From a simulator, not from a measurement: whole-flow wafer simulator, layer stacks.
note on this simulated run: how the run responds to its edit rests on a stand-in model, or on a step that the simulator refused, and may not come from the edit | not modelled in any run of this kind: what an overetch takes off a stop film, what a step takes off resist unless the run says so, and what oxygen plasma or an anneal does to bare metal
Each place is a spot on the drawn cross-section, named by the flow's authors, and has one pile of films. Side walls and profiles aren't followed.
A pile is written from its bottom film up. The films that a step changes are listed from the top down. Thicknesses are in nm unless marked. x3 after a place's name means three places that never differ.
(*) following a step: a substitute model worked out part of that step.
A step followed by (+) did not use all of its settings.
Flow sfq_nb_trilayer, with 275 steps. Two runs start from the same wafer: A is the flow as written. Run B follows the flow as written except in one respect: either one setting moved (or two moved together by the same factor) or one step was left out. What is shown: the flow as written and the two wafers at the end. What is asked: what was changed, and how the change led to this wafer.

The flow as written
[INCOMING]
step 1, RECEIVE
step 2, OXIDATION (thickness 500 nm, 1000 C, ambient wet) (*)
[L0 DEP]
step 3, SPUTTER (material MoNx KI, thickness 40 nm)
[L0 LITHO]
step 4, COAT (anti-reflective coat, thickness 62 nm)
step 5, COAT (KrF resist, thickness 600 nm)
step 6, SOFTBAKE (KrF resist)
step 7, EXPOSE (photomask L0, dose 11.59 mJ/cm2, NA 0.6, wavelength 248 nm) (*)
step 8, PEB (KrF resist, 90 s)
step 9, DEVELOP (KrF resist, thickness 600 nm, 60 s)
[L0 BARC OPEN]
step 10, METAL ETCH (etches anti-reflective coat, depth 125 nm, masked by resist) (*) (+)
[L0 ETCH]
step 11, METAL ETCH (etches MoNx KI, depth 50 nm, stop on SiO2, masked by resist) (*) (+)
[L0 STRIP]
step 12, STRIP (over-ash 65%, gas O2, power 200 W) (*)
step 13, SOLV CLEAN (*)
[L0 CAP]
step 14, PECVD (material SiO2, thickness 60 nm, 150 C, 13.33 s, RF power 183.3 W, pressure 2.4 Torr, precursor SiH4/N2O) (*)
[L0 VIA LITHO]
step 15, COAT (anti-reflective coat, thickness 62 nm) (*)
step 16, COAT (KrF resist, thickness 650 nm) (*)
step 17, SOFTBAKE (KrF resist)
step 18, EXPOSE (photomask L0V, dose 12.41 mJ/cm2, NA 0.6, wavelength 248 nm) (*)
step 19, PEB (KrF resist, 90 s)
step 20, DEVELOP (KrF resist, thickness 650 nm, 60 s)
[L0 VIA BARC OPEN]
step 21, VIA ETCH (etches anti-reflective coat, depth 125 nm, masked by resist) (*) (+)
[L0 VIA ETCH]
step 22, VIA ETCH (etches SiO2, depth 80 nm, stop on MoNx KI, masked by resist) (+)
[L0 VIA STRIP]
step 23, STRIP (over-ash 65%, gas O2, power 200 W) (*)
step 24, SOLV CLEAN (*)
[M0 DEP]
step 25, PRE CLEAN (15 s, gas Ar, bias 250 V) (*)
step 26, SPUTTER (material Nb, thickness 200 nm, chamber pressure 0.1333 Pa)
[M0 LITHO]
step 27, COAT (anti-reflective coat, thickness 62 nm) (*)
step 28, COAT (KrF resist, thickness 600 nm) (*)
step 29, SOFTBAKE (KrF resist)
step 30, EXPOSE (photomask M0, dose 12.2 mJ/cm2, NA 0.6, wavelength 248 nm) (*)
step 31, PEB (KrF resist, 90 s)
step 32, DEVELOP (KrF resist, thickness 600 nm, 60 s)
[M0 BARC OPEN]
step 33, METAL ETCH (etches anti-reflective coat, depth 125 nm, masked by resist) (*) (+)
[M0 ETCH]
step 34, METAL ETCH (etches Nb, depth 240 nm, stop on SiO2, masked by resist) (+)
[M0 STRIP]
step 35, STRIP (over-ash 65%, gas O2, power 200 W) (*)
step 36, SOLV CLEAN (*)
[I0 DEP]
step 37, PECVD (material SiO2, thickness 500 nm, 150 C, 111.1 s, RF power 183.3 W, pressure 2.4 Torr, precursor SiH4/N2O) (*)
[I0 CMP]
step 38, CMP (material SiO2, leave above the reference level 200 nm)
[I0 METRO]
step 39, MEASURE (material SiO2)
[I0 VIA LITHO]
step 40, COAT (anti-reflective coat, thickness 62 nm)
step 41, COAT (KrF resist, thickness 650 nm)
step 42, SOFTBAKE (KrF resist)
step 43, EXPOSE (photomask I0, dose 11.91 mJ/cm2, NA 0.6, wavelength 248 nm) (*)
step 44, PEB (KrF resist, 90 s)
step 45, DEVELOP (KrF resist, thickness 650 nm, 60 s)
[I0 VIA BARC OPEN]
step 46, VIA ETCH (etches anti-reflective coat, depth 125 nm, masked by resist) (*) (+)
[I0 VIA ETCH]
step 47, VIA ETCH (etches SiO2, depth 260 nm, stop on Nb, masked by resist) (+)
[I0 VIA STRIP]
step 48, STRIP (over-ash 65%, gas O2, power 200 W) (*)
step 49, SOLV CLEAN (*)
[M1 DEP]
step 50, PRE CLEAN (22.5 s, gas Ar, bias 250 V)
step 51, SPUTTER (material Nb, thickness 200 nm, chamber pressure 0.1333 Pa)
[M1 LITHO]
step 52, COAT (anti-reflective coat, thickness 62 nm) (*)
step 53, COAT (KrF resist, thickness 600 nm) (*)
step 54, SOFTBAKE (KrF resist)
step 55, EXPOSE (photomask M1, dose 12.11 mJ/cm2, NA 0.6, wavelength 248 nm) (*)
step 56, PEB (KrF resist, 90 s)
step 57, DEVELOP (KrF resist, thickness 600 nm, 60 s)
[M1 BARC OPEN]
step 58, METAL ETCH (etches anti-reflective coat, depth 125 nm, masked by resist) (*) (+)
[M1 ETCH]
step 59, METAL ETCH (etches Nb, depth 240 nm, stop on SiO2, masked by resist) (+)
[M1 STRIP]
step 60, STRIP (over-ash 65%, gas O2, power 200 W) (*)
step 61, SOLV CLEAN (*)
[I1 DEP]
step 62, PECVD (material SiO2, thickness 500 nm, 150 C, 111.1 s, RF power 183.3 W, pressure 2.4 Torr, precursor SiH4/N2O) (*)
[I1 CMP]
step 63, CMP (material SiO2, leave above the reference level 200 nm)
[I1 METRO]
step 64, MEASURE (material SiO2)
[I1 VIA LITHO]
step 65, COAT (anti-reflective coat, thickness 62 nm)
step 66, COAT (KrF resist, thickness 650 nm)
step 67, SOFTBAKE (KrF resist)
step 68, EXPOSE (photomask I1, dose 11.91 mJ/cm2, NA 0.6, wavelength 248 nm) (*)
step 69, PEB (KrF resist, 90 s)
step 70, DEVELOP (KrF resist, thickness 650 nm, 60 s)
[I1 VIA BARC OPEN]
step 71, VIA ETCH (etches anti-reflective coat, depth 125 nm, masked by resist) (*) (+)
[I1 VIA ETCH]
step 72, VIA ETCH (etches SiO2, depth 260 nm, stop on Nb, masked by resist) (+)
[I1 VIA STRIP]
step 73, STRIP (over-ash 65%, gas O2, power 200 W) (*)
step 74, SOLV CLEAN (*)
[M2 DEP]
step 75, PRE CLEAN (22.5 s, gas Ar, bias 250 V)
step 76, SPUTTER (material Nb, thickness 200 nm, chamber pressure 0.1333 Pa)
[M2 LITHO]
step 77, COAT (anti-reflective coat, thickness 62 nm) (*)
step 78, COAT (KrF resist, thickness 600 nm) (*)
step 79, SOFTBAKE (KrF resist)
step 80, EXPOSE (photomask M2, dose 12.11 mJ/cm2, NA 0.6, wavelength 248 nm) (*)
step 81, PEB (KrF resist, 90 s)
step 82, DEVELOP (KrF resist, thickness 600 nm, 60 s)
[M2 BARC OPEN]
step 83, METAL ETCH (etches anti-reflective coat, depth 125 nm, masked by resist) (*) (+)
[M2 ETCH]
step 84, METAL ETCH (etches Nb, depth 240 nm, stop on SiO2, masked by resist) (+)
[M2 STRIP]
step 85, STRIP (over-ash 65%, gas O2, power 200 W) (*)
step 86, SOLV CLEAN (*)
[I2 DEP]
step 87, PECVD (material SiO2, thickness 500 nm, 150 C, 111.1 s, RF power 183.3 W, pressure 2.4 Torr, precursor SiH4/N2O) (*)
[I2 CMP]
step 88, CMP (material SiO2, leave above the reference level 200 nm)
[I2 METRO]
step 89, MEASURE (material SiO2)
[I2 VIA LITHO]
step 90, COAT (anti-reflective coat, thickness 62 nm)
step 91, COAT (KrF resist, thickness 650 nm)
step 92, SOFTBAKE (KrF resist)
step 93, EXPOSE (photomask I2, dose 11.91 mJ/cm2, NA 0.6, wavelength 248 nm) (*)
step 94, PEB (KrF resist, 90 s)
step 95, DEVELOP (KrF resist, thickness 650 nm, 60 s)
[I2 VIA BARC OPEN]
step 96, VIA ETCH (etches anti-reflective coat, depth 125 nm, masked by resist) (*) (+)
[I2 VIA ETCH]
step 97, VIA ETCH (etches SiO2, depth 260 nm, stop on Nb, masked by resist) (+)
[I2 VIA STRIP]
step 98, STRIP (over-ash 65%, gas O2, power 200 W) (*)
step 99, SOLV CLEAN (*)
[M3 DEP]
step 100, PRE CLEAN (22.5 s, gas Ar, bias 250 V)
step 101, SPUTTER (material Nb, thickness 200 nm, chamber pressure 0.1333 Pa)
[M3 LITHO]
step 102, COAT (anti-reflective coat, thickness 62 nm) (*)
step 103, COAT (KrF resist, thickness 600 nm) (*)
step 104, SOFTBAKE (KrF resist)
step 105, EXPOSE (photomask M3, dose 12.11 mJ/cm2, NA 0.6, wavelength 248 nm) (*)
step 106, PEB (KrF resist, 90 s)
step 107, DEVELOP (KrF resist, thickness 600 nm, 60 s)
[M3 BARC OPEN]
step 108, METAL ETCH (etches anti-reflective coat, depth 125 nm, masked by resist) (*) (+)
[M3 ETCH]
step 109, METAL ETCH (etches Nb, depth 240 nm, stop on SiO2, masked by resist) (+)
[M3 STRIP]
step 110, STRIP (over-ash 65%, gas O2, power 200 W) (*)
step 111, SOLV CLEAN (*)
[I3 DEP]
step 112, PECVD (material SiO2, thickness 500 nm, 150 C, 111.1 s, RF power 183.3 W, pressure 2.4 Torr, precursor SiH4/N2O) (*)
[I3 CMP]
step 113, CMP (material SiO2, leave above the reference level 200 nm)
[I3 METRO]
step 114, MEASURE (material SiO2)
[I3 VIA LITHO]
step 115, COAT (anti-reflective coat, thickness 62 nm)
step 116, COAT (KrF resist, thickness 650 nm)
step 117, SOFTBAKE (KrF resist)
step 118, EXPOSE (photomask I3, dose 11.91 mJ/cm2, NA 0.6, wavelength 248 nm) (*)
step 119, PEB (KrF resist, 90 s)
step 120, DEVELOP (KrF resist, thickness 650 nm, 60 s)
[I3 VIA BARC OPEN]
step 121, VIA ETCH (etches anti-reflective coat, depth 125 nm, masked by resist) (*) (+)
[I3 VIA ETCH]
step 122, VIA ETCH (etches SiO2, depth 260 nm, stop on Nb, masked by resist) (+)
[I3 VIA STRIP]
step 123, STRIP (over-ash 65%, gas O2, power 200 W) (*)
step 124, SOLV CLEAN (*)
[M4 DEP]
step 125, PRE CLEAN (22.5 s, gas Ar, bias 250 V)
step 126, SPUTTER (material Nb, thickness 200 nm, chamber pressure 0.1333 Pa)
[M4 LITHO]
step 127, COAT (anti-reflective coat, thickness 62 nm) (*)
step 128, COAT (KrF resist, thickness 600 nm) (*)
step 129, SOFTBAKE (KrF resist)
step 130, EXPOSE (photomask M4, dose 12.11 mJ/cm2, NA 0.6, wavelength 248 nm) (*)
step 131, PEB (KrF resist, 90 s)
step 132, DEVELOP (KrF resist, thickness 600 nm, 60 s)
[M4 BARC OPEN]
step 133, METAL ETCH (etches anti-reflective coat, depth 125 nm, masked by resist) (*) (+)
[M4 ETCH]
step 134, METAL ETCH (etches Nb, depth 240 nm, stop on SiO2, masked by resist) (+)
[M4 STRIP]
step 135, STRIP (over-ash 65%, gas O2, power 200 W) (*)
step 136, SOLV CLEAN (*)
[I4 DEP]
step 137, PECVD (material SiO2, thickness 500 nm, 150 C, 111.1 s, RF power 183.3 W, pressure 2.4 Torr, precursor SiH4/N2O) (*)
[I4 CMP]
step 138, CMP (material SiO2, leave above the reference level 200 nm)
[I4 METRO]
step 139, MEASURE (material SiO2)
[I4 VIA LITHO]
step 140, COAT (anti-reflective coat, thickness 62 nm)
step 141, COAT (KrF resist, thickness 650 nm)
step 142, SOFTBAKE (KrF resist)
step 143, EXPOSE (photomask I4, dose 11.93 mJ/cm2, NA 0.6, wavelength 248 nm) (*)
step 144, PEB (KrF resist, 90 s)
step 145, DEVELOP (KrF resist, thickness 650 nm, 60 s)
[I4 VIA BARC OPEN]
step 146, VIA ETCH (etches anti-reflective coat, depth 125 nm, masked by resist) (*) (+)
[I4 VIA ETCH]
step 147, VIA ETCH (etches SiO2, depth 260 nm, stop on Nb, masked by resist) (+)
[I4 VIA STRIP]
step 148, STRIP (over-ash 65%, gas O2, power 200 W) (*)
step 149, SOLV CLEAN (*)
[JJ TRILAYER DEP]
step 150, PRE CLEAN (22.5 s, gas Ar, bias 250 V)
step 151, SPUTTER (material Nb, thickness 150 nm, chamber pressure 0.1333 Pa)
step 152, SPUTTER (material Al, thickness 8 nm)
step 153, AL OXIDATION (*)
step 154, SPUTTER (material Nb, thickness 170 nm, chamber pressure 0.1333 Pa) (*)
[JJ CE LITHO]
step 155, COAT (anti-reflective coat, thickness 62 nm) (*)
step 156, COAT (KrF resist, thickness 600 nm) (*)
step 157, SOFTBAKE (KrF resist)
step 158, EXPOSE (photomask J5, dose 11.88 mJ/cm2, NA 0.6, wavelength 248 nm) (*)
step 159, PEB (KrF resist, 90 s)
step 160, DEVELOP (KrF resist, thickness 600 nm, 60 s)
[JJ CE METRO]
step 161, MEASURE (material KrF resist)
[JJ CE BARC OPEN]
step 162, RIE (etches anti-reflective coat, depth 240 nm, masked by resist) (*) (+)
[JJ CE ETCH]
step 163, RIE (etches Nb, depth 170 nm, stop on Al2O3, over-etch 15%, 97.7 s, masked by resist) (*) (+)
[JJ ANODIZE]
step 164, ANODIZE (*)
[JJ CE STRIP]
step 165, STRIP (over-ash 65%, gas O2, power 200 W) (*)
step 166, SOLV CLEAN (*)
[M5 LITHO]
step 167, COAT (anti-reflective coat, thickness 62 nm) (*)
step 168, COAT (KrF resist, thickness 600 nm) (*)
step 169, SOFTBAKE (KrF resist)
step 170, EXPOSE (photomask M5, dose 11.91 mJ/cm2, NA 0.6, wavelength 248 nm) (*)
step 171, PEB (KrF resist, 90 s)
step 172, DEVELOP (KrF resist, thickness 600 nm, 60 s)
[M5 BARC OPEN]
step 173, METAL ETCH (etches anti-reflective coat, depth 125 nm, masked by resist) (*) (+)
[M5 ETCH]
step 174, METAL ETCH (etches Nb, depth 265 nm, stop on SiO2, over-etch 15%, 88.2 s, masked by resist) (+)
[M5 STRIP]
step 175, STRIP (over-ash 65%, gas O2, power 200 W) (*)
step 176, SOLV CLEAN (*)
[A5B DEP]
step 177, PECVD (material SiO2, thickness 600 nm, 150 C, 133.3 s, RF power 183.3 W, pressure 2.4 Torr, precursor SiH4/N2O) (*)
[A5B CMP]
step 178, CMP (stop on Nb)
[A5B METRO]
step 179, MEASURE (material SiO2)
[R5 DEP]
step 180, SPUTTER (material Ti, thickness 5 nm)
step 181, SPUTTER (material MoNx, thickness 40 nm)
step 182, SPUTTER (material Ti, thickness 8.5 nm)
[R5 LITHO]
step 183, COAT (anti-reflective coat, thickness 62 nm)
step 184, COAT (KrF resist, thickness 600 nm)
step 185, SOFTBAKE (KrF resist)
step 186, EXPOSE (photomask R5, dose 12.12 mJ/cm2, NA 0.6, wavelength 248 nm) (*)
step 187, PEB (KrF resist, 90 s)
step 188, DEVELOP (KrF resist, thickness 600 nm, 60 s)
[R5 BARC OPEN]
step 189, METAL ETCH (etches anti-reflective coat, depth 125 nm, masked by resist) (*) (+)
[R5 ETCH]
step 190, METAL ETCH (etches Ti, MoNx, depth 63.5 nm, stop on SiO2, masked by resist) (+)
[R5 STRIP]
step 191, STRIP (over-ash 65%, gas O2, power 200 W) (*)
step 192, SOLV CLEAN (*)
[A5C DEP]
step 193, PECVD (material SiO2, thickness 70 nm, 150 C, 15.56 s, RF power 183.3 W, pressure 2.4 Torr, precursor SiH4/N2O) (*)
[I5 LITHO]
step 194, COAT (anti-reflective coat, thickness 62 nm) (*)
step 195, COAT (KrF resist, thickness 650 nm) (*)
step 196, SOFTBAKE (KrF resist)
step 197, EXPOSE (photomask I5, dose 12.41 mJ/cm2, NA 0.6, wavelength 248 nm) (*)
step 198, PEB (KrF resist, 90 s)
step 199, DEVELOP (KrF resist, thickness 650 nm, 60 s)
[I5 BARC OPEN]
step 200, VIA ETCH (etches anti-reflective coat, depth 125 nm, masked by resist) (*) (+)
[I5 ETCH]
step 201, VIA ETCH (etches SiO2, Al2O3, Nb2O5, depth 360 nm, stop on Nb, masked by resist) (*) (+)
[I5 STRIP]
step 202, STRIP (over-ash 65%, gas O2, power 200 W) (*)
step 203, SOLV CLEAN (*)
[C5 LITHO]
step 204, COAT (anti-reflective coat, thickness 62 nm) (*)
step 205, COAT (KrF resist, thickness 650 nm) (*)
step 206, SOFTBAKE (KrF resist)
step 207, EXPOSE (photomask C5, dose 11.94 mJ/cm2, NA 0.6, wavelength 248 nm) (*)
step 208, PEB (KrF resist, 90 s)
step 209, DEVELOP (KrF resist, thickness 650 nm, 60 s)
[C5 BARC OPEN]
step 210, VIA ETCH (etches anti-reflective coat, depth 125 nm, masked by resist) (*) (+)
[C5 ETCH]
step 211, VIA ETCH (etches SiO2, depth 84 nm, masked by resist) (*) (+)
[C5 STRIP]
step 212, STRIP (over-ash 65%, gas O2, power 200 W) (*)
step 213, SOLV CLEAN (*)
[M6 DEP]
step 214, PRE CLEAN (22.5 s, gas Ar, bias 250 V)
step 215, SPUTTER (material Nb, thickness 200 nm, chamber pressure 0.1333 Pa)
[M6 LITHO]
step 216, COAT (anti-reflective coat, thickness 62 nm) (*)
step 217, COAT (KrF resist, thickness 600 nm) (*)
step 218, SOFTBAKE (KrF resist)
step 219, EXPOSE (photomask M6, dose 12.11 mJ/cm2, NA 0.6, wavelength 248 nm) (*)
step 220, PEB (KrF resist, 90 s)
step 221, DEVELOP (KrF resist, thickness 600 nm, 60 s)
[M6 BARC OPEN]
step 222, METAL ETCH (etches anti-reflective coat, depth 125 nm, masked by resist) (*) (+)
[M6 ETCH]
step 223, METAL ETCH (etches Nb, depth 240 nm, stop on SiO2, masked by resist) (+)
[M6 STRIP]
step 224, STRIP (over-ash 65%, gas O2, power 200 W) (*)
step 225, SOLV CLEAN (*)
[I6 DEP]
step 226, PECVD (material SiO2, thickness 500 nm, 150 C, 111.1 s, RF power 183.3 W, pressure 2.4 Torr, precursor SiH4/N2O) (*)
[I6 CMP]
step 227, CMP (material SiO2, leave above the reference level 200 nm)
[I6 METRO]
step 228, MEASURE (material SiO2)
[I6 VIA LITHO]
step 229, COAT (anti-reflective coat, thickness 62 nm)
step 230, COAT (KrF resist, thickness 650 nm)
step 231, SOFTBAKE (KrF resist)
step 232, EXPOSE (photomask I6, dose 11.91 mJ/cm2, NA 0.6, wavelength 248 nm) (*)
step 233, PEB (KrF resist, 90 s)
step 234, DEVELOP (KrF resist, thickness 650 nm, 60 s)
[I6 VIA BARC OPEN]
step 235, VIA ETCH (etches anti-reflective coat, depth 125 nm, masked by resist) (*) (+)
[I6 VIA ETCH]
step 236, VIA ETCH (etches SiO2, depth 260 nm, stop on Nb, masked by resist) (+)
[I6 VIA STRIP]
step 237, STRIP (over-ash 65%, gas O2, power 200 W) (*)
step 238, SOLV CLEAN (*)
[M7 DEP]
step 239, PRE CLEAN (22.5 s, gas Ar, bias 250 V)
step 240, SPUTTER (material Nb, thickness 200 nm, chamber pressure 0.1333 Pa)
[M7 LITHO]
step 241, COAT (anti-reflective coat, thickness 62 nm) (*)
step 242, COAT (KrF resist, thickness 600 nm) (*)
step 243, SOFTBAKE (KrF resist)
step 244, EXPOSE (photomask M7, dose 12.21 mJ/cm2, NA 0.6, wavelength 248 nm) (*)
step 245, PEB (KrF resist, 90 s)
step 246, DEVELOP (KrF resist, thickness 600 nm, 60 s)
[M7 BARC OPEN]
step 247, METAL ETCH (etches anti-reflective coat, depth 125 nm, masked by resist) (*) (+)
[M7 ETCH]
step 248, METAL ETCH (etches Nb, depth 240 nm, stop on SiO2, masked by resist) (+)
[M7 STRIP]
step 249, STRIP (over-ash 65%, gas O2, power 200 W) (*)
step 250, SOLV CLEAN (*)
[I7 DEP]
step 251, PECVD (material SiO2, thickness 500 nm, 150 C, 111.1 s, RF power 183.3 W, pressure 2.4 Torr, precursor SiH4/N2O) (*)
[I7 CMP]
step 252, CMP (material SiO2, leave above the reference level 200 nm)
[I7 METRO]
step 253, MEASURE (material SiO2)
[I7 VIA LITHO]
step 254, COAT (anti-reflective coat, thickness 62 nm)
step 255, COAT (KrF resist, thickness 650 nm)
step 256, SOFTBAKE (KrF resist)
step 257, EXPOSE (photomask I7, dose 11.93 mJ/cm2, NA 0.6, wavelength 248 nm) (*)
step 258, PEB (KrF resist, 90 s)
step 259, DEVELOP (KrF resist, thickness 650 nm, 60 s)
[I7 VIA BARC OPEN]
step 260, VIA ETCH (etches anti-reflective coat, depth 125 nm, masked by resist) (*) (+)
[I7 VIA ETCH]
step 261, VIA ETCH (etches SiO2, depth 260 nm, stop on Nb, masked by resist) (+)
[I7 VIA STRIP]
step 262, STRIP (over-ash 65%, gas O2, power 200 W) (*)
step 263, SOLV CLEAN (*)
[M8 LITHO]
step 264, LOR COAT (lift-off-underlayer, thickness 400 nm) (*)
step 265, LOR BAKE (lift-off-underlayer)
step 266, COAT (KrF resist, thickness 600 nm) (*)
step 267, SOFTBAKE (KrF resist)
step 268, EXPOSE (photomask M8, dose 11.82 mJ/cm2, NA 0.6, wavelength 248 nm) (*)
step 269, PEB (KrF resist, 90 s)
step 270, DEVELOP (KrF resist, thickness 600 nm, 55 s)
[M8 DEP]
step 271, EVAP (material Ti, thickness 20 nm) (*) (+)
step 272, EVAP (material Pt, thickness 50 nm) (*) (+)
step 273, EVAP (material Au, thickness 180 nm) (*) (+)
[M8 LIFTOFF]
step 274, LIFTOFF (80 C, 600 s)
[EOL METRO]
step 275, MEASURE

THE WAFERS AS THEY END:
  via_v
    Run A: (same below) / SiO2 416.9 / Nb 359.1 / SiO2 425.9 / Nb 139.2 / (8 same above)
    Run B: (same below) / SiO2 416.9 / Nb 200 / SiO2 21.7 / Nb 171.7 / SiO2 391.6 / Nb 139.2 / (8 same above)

The reason: step 122, VIA ETCH: depth 170.6 nm was run, though the flow has depth 260 nm.

Step by step, how the change led to this:
  step 122, VIA ETCH (etches SiO2, depth 260 nm, stop on Nb, masked by resist) (+)
      via_v: A SiO2 loses 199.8 (all of it) | B SiO2 loses 170.6
      field_l, v_sur, via_wl and 102 more: A KrF resist loses 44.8 | B KrF resist loses 29.4
  step 123, STRIP (over-ash 65%, gas O2, power 200 W) (*)
      field_l, v_sur, via_wl and 102 more: A KrF resist loses 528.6 (all of it), anti-reflective coat loses 62 (all of it) | B KrF resist loses 544 (all of it), anti-reflective coat loses 62 (all of it)
  step 125, PRE CLEAN (22.5 s, gas Ar, bias 250 V)
      via_v: A Nb loses 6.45 | B SiO2 loses 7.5
  step 126, SPUTTER (material Nb, thickness 200 nm, chamber pressure 0.1333 Pa)
      via_v: A Nb gains 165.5 | B Nb gains 171.7 (new film)
  step 127, COAT (anti-reflective coat, thickness 62 nm) (*)
      via_v: A anti-reflective coat gains 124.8 (new film) | B anti-reflective coat gains 117 (new film)
  step 128, COAT (KrF resist, thickness 600 nm) (*)
      via_v: A KrF resist gains 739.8 (new film) | B KrF resist gains 717.5 (new film)
  step 135, STRIP (over-ash 65%, gas O2, power 200 W) (*)
      via_v: A KrF resist loses 521.8 (all of it), anti-reflective coat loses 124.8 (all of it) | B KrF resist loses 499.6 (all of it), anti-reflective coat loses 117 (all of it)
  step 137, PECVD (material SiO2, thickness 500 nm, 150 C, 111.1 s, RF power 183.3 W, pressure 2.4 Torr, precursor SiH4/N2O) (*)
      via_v: A SiO2 gains 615 (new film) | B SiO2 gains 556.1 (new film)
  step 138, CMP (material SiO2, leave above the reference level 200 nm)
      via_v: A SiO2 loses 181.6 | B SiO2 loses 157.1
If metal films that touch count as one body, via_v has 7 bodies (between them, from the top down: SiO2 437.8; SiO2 209 / Al2O3 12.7 / Nb2O5 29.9; SiO2 391.6; SiO2 21.7; SiO2 416.9; SiO2 192.5); the flow as written gives 6 bodies (between them, from the top down: SiO2 437.8; SiO2 209 / Al2O3 12.7 / Nb2O5 29.9; SiO2 425.9; SiO2 416.9; SiO2 192.5).
